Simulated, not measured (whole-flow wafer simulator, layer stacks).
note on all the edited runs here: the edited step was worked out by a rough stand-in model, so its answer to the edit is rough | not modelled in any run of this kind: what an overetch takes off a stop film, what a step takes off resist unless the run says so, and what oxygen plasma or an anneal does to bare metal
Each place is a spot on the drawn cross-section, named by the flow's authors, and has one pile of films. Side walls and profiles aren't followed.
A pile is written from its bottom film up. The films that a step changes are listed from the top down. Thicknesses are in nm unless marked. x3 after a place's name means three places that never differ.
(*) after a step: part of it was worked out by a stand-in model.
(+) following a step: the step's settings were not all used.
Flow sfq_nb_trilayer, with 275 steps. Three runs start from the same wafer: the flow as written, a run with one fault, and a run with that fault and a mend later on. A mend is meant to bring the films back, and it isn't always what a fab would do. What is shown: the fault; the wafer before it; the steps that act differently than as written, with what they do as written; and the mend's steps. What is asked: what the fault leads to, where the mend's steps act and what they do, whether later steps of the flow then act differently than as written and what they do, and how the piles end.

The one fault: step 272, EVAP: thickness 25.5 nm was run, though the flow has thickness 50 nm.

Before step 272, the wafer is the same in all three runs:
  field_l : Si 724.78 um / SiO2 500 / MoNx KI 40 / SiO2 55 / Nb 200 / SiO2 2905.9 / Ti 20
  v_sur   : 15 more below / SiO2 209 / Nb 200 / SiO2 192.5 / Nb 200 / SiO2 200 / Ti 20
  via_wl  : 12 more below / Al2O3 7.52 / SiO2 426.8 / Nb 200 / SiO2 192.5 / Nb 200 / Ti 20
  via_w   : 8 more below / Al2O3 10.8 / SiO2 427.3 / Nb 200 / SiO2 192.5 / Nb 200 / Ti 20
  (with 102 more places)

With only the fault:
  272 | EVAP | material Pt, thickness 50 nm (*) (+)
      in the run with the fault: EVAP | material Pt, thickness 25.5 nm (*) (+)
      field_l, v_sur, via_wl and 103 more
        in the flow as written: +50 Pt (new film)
        in the run with the fault: +25.5 Pt (new film)
  Later steps of the flow acting differently than as written:
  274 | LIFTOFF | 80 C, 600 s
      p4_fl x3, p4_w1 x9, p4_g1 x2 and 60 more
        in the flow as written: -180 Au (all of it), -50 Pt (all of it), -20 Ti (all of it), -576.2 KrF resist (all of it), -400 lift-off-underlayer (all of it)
        in the run with the fault: -180 Au (all of it), -25.5 Pt (all of it), -20 Ti (all of it), -576.2 KrF resist (all of it), -400 lift-off-underlayer (all of it)
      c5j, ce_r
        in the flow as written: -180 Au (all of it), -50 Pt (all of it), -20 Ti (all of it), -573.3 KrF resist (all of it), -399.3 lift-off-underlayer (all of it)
        in the run with the fault: -180 Au (all of it), -25.5 Pt (all of it), -20 Ti (all of it), -573.3 KrF resist (all of it), -399.3 lift-off-underlayer (all of it)
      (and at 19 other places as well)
  At field_l, v_sur, via_wl and 8 more, the piles at the end differ from the flow's by more than 2% or 0.5 nm, whichever is larger.
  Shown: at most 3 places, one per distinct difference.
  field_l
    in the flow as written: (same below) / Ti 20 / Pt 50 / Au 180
    in the run with the fault: (same below) / Ti 20 / Pt 25.5 / Au 180

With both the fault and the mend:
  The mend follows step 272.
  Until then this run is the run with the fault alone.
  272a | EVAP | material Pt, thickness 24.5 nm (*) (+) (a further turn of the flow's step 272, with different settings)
      field_l, v_sur, via_wl and 103 more
        +24.5 Pt
  Every later step of the flow that is run acts as written at every place that is followed.
  The piles end the same as the flow's at every place that both follow.
